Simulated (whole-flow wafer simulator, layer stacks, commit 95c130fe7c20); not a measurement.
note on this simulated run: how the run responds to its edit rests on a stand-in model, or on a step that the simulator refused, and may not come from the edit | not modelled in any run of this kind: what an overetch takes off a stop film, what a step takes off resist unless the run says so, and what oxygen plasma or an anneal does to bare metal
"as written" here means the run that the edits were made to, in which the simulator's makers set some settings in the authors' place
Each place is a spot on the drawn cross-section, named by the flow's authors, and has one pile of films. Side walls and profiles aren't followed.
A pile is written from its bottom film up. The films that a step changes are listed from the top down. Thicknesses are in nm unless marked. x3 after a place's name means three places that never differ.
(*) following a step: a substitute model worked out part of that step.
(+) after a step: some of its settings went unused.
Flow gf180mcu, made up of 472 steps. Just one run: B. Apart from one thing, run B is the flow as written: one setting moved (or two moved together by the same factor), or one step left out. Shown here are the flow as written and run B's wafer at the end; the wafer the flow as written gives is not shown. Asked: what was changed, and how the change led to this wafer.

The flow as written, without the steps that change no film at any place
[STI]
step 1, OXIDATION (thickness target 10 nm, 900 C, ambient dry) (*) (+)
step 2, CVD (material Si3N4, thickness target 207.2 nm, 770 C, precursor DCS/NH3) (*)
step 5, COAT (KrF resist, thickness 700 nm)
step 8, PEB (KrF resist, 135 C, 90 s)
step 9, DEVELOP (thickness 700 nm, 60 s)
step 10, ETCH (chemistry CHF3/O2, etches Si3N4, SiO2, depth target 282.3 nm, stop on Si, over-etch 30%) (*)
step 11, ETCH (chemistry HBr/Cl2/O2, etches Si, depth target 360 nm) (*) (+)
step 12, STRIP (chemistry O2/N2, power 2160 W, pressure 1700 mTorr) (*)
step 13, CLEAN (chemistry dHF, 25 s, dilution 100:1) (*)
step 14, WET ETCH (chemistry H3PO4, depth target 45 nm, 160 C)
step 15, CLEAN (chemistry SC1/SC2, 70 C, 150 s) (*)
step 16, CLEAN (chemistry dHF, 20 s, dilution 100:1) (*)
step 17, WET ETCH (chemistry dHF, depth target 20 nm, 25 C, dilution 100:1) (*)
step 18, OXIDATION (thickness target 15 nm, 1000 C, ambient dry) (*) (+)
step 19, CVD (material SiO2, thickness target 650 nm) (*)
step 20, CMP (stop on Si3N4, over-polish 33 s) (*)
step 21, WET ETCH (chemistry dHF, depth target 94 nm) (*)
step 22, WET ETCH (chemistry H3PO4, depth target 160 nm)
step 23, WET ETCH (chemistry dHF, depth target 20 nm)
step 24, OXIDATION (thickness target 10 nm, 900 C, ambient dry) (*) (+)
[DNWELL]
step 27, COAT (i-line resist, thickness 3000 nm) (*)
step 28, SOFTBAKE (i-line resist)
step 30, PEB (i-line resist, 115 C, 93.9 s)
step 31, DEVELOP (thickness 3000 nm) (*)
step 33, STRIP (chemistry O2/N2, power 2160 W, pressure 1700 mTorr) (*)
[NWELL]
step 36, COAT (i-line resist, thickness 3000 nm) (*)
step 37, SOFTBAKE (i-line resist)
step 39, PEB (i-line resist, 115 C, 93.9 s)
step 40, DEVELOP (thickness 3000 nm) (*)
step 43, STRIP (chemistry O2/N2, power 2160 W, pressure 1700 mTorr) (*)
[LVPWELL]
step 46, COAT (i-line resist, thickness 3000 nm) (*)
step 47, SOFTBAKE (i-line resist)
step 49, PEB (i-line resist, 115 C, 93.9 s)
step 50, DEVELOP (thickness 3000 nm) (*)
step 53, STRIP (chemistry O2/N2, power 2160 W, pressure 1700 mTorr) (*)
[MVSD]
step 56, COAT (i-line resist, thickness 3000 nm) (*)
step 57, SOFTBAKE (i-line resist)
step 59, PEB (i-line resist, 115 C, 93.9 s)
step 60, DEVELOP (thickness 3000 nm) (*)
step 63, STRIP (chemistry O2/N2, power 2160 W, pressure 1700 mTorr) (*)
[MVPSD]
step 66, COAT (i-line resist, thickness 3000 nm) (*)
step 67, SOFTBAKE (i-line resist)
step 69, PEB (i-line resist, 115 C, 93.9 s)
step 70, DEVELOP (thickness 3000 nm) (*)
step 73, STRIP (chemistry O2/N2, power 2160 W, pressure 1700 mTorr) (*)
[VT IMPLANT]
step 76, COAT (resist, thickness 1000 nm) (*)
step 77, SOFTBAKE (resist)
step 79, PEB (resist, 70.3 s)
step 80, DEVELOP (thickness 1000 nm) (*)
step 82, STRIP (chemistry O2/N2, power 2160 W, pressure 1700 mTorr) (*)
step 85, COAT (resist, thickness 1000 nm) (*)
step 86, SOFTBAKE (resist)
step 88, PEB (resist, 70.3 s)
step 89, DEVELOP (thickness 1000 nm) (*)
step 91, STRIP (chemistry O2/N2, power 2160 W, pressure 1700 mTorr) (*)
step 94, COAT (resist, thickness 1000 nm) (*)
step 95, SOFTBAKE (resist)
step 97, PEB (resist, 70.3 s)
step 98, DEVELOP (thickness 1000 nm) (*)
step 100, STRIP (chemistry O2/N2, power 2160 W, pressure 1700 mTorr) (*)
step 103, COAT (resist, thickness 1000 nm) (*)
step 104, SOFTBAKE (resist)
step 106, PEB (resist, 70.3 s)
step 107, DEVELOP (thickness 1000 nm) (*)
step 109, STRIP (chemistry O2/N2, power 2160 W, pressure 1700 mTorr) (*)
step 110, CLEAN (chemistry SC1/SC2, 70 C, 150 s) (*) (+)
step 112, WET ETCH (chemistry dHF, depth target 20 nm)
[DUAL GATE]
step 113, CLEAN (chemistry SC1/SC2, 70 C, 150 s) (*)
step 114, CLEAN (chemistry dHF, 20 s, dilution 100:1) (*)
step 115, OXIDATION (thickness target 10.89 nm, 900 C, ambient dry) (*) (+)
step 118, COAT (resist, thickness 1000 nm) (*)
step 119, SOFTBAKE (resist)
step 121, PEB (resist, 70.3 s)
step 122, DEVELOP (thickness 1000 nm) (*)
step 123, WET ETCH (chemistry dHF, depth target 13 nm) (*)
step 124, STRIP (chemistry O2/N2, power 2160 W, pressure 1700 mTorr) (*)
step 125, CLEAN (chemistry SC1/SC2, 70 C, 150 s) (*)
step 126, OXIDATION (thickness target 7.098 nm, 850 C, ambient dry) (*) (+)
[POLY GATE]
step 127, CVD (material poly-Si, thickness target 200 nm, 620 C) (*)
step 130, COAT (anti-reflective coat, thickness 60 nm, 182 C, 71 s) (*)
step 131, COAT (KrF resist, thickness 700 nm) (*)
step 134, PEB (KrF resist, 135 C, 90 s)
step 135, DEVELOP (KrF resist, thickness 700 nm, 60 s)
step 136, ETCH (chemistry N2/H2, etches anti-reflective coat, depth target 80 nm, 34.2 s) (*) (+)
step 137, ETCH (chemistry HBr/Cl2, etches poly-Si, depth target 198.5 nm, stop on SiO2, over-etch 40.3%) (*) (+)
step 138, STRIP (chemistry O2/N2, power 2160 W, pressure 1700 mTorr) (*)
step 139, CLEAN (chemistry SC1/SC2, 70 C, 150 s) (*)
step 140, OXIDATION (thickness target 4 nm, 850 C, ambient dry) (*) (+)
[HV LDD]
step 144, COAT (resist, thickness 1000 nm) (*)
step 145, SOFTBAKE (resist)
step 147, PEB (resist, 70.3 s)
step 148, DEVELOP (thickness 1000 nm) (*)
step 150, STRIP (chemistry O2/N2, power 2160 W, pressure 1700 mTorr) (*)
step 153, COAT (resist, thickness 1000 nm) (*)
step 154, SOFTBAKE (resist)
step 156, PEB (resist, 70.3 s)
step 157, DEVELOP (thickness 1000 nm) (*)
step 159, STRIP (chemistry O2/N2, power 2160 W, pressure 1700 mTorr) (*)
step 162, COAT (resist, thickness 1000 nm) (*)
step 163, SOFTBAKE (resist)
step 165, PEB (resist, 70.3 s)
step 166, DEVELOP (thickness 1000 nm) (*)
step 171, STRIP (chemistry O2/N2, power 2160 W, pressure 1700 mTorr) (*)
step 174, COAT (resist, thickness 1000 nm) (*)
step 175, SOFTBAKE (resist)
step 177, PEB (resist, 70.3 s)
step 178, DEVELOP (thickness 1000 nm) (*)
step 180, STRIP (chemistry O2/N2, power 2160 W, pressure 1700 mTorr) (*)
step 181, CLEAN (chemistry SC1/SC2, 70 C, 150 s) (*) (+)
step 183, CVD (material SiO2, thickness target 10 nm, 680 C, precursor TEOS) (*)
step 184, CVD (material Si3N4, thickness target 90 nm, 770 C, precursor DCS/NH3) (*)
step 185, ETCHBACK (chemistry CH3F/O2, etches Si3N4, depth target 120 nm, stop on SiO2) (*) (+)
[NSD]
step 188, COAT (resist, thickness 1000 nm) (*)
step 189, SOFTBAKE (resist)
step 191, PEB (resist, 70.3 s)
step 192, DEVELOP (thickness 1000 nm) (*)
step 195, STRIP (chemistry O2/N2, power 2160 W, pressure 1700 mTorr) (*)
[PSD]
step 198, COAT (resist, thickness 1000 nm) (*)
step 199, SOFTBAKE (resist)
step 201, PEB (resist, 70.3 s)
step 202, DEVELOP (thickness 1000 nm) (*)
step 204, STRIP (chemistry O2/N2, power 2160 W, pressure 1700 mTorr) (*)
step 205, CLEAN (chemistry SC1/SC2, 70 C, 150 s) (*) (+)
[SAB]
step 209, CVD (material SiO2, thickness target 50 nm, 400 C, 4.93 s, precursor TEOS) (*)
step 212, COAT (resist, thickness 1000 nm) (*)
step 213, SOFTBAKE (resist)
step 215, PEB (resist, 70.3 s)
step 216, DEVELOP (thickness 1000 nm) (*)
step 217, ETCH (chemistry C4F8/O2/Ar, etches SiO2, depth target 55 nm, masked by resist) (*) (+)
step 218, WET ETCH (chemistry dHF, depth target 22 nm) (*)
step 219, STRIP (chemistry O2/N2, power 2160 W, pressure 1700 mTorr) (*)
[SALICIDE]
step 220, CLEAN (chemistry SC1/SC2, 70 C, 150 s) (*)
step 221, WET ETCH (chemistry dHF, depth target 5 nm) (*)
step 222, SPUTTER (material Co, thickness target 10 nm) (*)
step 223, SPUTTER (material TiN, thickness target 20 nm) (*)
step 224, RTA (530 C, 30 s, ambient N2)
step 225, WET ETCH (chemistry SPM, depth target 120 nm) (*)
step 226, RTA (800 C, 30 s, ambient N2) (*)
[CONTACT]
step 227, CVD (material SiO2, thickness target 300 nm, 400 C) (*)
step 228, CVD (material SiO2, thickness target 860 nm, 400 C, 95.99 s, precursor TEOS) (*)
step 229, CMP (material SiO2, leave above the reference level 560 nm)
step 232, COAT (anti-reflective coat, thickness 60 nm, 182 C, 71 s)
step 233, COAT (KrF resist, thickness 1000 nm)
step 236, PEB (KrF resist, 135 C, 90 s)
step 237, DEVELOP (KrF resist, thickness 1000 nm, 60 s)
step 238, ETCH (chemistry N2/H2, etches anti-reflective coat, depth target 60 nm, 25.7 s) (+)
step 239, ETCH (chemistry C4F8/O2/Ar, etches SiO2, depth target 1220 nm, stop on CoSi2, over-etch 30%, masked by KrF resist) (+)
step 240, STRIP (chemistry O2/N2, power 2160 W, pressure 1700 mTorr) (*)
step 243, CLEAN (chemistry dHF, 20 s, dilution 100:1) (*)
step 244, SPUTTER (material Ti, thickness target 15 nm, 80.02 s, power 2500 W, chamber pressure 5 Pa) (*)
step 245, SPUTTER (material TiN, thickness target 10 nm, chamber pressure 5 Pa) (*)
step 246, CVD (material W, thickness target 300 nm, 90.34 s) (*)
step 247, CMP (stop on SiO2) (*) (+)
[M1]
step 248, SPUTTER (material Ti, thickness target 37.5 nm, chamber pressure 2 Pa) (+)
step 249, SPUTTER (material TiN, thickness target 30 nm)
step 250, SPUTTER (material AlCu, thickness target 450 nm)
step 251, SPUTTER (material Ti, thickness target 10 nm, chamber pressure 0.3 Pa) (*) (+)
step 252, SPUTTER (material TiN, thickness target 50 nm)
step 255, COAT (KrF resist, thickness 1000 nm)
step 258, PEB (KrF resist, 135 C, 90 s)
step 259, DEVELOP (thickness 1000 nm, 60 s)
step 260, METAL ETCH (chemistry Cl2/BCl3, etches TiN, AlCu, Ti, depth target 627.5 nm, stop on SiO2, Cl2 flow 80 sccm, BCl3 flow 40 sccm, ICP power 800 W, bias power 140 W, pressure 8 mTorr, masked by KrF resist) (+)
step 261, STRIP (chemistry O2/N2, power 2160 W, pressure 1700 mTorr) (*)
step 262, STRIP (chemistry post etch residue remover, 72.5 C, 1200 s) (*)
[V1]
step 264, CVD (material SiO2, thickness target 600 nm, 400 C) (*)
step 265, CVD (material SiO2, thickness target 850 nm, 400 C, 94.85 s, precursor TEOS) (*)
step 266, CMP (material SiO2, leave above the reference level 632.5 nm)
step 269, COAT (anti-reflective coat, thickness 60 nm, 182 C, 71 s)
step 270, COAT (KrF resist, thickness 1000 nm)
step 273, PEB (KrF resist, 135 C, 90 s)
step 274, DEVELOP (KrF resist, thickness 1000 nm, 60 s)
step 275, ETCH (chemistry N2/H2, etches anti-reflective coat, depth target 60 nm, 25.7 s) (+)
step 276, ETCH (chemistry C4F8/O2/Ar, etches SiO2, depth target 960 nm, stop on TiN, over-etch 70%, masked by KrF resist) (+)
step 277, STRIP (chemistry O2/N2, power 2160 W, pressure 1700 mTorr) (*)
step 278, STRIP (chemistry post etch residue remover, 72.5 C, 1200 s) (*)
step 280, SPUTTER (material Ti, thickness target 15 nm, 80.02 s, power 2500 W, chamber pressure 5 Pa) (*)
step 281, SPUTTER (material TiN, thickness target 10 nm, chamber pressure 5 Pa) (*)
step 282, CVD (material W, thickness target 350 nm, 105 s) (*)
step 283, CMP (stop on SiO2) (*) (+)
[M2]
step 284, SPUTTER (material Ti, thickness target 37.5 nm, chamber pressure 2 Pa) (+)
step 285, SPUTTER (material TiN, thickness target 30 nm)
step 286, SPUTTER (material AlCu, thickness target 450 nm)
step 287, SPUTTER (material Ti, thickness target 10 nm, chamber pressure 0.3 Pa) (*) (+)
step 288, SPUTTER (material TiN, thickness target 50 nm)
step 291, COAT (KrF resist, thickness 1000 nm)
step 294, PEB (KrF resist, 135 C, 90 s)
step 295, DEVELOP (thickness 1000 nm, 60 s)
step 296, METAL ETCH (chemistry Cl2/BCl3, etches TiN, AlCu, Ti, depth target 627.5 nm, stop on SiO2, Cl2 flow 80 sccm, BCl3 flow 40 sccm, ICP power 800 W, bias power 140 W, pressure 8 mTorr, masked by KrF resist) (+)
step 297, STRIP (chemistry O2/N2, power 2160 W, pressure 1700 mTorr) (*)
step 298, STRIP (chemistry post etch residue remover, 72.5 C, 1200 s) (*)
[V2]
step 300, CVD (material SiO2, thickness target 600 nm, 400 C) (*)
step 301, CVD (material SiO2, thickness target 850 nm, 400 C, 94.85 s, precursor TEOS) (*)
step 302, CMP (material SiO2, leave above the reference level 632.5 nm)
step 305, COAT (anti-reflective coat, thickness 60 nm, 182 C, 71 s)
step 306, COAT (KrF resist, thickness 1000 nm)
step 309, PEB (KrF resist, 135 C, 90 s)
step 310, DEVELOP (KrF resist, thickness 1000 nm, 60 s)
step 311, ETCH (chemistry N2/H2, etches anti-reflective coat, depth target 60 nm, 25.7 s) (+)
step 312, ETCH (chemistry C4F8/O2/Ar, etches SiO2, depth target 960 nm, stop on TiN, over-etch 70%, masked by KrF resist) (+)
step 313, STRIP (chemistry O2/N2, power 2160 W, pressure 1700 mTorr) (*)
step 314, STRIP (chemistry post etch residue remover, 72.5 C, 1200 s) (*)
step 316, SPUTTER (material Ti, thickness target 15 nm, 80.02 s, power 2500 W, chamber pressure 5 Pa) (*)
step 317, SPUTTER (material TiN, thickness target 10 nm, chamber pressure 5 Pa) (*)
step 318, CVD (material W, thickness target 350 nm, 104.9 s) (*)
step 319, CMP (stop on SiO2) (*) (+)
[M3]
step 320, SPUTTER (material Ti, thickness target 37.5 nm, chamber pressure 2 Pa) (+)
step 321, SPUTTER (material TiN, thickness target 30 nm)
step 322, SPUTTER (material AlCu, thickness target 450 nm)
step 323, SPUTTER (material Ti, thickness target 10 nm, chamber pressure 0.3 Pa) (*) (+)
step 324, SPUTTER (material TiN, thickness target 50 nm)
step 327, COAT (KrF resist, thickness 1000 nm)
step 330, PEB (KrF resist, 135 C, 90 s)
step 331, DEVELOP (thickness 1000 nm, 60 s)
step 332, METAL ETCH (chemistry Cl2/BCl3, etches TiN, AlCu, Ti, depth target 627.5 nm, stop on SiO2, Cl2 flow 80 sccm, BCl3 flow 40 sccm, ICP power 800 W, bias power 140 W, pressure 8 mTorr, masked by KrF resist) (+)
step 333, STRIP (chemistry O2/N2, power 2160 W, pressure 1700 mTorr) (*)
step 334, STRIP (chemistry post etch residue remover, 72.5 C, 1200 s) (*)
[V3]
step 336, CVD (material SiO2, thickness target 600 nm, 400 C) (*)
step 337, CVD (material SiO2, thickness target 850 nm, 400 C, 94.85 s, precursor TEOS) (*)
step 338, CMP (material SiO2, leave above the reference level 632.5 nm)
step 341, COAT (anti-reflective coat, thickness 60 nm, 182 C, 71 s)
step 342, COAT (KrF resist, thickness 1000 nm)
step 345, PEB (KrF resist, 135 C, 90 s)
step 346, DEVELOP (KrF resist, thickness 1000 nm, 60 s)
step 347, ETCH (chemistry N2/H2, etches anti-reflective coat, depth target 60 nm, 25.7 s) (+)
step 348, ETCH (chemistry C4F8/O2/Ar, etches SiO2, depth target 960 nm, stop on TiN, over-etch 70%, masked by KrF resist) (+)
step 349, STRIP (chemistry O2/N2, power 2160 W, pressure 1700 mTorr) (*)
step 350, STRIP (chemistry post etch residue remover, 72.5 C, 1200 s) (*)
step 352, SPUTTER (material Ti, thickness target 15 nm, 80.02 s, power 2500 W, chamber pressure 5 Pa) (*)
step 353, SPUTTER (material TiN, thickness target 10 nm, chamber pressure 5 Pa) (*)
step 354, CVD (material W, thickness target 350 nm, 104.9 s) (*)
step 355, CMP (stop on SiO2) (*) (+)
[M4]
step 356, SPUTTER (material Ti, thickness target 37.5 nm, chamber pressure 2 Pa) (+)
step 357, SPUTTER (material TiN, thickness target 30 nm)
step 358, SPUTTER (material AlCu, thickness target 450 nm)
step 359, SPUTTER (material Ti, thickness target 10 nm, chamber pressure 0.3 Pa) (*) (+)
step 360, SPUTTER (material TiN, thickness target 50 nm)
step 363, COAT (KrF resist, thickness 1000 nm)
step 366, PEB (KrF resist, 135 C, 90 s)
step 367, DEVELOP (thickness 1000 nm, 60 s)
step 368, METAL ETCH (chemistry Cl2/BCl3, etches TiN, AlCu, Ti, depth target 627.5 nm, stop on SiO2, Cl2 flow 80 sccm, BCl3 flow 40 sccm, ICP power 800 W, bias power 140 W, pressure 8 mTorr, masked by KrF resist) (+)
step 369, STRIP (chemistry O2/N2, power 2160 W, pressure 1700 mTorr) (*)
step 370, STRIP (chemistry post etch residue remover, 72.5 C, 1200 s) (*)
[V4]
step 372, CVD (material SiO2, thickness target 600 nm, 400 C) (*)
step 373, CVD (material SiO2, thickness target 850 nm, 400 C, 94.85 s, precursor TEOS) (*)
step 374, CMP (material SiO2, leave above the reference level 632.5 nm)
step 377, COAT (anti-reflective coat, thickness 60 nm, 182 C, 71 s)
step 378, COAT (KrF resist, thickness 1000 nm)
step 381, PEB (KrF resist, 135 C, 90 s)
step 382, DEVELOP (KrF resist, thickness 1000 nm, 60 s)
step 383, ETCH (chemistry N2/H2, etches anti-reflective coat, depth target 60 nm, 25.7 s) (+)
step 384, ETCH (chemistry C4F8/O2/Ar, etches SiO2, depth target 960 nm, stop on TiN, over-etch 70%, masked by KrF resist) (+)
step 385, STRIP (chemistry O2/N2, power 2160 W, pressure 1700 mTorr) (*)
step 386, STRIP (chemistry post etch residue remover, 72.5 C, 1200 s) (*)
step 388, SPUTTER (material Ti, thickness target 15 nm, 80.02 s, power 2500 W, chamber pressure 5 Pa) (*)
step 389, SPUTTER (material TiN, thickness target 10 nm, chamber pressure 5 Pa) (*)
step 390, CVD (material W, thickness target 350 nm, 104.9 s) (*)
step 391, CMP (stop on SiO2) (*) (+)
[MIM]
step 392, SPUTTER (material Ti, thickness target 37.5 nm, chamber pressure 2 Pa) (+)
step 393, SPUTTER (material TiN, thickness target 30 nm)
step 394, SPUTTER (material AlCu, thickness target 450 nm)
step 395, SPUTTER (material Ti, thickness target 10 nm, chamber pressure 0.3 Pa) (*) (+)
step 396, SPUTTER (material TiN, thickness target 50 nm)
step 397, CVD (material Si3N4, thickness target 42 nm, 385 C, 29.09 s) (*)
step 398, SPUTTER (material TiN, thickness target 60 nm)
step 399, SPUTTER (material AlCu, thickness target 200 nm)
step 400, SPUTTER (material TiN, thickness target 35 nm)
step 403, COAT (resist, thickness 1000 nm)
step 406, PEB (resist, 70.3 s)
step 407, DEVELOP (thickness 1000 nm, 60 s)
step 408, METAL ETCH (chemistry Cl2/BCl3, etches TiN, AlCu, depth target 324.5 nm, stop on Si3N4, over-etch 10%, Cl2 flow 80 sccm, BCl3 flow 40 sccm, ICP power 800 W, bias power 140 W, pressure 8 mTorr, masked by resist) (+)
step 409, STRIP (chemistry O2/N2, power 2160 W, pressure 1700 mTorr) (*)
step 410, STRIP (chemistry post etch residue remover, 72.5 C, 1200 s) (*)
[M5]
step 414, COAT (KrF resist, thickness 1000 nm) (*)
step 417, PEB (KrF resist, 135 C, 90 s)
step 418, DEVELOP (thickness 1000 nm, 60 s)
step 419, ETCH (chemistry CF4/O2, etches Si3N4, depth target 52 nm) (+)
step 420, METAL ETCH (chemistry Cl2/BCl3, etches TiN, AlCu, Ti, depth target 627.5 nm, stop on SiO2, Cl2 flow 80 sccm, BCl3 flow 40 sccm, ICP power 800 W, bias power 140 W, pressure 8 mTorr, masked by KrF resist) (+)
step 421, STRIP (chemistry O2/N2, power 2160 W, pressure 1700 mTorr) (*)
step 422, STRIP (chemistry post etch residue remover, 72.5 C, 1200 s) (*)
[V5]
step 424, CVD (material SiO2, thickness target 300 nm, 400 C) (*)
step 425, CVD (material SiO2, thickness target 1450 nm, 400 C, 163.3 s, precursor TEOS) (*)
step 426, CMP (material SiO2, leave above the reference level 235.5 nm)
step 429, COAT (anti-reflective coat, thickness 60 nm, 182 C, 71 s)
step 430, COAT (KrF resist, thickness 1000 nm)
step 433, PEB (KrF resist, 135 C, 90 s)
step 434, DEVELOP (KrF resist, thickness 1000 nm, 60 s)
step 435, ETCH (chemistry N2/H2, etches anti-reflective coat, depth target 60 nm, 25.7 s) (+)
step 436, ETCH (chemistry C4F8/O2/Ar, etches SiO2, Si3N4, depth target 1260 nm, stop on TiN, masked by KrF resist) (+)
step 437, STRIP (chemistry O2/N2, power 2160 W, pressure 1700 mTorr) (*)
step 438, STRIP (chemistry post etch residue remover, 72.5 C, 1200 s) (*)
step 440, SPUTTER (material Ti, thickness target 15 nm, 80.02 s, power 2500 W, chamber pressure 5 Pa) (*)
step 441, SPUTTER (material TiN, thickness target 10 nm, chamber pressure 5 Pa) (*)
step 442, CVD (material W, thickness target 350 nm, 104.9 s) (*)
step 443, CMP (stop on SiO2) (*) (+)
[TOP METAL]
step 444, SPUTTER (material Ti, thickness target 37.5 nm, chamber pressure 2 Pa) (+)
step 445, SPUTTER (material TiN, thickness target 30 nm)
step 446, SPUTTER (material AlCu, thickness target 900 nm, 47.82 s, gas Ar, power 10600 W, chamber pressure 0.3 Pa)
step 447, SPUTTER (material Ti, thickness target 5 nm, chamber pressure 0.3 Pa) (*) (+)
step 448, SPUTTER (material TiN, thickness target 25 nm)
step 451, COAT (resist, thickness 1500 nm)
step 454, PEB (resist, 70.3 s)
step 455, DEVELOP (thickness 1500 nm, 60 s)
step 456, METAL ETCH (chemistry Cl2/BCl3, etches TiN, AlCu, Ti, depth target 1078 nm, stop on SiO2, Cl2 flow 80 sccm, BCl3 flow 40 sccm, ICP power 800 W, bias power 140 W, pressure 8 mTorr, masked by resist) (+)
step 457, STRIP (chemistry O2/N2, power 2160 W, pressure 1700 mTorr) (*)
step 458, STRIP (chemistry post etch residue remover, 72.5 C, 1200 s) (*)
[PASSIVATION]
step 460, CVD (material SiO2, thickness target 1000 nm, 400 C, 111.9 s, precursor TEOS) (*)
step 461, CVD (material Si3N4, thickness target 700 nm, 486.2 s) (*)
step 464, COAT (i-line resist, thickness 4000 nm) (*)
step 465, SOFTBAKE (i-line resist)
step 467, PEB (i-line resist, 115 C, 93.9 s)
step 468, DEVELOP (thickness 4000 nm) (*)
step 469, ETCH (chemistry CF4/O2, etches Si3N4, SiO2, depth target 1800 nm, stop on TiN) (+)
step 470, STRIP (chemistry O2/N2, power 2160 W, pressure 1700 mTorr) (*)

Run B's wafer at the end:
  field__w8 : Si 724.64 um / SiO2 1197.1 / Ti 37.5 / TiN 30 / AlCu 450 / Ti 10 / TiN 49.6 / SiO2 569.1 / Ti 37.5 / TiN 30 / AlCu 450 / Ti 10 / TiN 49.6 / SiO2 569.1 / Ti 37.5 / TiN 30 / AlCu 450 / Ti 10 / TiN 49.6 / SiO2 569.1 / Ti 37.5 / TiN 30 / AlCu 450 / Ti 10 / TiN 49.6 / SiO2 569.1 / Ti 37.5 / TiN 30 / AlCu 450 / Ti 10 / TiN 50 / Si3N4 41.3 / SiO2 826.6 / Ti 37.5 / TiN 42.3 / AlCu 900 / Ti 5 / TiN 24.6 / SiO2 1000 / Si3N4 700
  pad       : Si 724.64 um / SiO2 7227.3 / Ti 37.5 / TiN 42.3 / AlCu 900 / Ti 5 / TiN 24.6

What caused this: step 445, SPUTTER: thickness target 42.3 nm was run, whereas the flow has thickness target 30 nm.
One can read it off the wafer: field__w8 has TiN 42.3, and step 445 as written asks for 30 nm.

Step by step, how the change led to this:
  step 445, SPUTTER (material TiN, thickness target 30 nm)
      field, field__w1, field__w2 and 109 more: TiN gains 42.3 (new film) (in the flow as written it would be: TiN gains 30 (new film))
  step 456, METAL ETCH (chemistry Cl2/BCl3, etches TiN, AlCu, Ti, depth target 1078 nm, stop on SiO2, Cl2 flow 80 sccm, BCl3 flow 40 sccm, ICP power 800 W, bias power 140 W, pressure 8 mTorr, masked by resist) (+)
      field, field__w1, field__w2 and 103 more: TiN loses 25 (all of it), Ti loses 5 (all of it), AlCu loses 900 (all of it), TiN loses 42.3 (all of it), Ti loses 37.5 (all of it) (in the flow as written it would be: TiN loses 25 (all of it), Ti loses 5 (all of it), AlCu loses 900 (all of it), TiN loses 30 (all of it), Ti loses 37.5 (all of it))
  step 465, SOFTBAKE (i-line resist)
      gate: i-line resist loses 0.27 (in the flow as written it would be: i-line resist gains 1.79)
      ld_acc_p, ld_fp_p, ld_drift_p: i-line resist gains 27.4 (in the flow as written it would be: i-line resist gains 33.8)
      (also at 56 further places)
